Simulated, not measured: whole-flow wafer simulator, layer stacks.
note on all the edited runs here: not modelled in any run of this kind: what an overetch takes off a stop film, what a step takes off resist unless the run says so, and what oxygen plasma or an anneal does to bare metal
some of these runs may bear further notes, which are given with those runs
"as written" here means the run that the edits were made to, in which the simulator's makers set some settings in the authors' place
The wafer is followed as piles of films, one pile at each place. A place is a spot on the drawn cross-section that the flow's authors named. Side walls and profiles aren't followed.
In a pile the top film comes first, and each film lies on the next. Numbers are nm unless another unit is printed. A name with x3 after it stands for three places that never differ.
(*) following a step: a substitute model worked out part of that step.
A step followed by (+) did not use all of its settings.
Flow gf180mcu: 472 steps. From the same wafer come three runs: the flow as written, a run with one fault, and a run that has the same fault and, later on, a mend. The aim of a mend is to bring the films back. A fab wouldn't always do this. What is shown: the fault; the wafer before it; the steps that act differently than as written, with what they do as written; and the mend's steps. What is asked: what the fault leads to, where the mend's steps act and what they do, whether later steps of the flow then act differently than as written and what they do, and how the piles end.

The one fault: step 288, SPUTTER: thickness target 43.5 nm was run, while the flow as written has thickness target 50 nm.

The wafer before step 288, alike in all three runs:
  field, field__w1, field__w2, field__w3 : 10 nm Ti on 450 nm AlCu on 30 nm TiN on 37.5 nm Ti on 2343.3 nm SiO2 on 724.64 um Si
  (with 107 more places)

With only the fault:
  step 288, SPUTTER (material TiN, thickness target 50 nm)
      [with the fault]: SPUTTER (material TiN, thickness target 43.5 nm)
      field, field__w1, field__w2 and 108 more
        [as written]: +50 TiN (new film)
        [with the fault]: +43.5 TiN (new film)
  Later steps of the flow acting differently than as written (not shown: 5 more steps that differ only slightly, by at most 2% or 0.5 nm, whichever is larger):
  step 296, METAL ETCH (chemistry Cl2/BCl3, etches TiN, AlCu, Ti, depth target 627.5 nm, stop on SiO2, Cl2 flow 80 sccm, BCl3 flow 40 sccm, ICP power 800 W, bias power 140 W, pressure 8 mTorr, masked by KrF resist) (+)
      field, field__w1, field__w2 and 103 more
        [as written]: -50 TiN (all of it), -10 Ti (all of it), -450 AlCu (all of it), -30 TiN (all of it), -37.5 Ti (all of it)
        [with the fault]: -43.5 TiN (all of it), -10 Ti (all of it), -450 AlCu (all of it), -30 TiN (all of it), -37.5 Ti (all of it)
  At field__w8, contact, m1, m1__w1, m1_nw, the piles at the end differ from the flow's by more than 2% or 0.5 nm, whichever is larger.
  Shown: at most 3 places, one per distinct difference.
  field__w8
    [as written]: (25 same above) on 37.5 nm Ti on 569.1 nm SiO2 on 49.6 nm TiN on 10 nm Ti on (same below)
    [with the fault]: (25 same above) on 37.5 nm Ti on 575.6 nm SiO2 on 43.1 nm TiN on 10 nm Ti on (same below)
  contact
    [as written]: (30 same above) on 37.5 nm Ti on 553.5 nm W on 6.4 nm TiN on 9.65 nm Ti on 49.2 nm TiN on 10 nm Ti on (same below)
    [with the fault]: (30 same above) on 37.5 nm Ti on 560.1 nm W on 6.38 nm TiN on 9.62 nm Ti on 42.7 nm TiN on 10 nm Ti on (same below)

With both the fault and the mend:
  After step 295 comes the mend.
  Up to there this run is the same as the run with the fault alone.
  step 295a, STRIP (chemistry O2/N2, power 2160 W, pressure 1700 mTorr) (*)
      field__w8, contact, m1, m1__w1, m1_nw
        -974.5 KrF resist (all of it)
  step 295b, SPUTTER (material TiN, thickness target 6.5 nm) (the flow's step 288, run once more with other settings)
      field, field__w1, field__w2 and 108 more
        +6.5 TiN
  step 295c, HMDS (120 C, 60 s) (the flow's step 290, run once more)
      alters no film at any place that is followed
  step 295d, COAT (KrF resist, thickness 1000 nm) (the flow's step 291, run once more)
      field, field__w1, field__w2 and 108 more
        +1000 KrF resist (new film)
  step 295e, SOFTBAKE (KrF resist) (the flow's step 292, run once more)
      alters no film at any place that is followed
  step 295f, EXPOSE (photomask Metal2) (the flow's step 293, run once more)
      alters no film at any place that is followed
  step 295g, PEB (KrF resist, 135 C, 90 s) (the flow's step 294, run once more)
      field, field__w1, field__w2 and 108 more
        -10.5 KrF resist
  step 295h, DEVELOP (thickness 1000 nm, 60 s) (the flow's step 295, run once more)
      field, field__w1, field__w2 and 103 more
        -989.5 KrF resist (all of it)
      field__w8, contact, m1, m1__w1, m1_nw
        -14.9 KrF resist
  Later steps of the flow that are run all act as written at every place that is followed.
  At every place that both follow, the piles at the end match the flow's.
